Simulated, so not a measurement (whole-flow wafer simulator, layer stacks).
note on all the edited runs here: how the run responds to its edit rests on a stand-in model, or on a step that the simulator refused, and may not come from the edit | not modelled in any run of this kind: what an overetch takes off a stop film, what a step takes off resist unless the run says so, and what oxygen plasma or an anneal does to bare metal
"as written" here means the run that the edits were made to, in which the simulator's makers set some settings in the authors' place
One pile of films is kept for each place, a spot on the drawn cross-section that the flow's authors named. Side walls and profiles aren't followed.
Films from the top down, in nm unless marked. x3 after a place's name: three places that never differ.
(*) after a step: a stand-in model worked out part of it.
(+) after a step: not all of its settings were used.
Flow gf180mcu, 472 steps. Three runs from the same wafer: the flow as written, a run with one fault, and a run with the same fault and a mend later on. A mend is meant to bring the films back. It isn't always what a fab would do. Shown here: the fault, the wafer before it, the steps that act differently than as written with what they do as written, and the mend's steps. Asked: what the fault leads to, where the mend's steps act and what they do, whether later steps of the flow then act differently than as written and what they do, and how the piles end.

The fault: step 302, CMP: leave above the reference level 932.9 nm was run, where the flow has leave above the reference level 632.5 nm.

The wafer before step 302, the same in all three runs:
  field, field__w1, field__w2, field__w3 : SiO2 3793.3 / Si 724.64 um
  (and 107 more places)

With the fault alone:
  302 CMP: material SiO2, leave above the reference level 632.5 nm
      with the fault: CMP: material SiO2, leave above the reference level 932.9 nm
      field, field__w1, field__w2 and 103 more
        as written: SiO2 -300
        with the fault: nothing
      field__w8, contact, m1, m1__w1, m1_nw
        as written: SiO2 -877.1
        with the fault: SiO2 -576.7
  Later steps of the flow that act differently than as written (6 more steps differ only slightly, by at most 2% or 0.5 nm, whichever is larger, and aren't shown):
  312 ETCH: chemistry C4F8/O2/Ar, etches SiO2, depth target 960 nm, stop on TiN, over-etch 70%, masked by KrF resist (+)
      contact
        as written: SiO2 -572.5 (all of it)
        with the fault: SiO2 -872.9 (all of it)
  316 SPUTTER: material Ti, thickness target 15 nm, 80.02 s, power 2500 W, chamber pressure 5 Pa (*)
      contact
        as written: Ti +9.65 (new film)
        with the fault: Ti +8.11 (new film)
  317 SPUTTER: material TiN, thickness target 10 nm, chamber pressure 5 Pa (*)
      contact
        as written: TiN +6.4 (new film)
        with the fault: TiN +5.38 (new film)
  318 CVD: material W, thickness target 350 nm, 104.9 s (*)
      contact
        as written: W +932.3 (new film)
        with the fault: W +1234.8 (new film)
  At the end the piles differ from the flow's by more than 2% or 0.5 nm, whichever is larger, at field, field__w1, field__w2 and 109 more.
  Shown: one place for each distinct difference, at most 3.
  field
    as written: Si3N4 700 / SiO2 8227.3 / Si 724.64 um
    with the fault: Si3N4 700 / SiO2 8527.3 / Si 724.64 um
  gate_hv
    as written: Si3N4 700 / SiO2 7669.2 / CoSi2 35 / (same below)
    with the fault: Si3N4 700 / SiO2 7969.2 / CoSi2 35 / (same below)
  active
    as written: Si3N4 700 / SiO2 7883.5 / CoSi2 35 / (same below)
    with the fault: Si3N4 700 / SiO2 8183.5 / CoSi2 35 / (same below)

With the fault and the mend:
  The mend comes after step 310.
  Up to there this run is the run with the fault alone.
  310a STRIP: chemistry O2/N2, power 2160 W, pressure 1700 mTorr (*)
      field__w1, field__w2, field__w3 and 97 more
        KrF resist -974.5 (all of it), anti-reflective coat -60 (all of it)
      n_well, polyc_p, polyc_p_rim, sti_nw
        KrF resist -974.5 (all of it), anti-reflective coat -60.1 (all of it)
      field
        KrF resist -974.4 (all of it), anti-reflective coat -60.1 (all of it)
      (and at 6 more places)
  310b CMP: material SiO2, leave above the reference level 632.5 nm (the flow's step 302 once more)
      field, field__w1, field__w2 and 103 more
        SiO2 -300
      field__w8, contact, m1, m1__w1, m1_nw
        SiO2 -300.4
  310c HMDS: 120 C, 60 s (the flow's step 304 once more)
      changes no film at any place that is followed
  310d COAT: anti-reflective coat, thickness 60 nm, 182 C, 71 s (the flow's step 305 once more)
      field, field__w1, field__w2 and 108 more
        anti-reflective coat +60 (new film)
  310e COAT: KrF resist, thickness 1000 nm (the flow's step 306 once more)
      field, field__w1, field__w2 and 108 more
        KrF resist +1000 (new film)
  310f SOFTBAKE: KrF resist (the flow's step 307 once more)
      changes no film at any place that is followed
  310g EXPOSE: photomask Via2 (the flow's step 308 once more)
      changes no film at any place that is followed
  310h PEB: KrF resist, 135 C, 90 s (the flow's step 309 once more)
      field, field__w1, field__w2 and 108 more
        KrF resist -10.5
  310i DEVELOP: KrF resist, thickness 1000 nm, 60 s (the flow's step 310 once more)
      field, field__w1, field__w2 and 107 more
        KrF resist -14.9
      contact
        KrF resist -989.5 (all of it)
  No later step of the flow acts differently than as written at any place that is followed.
  At the end the piles are the same as the flow's at every place that both follow.
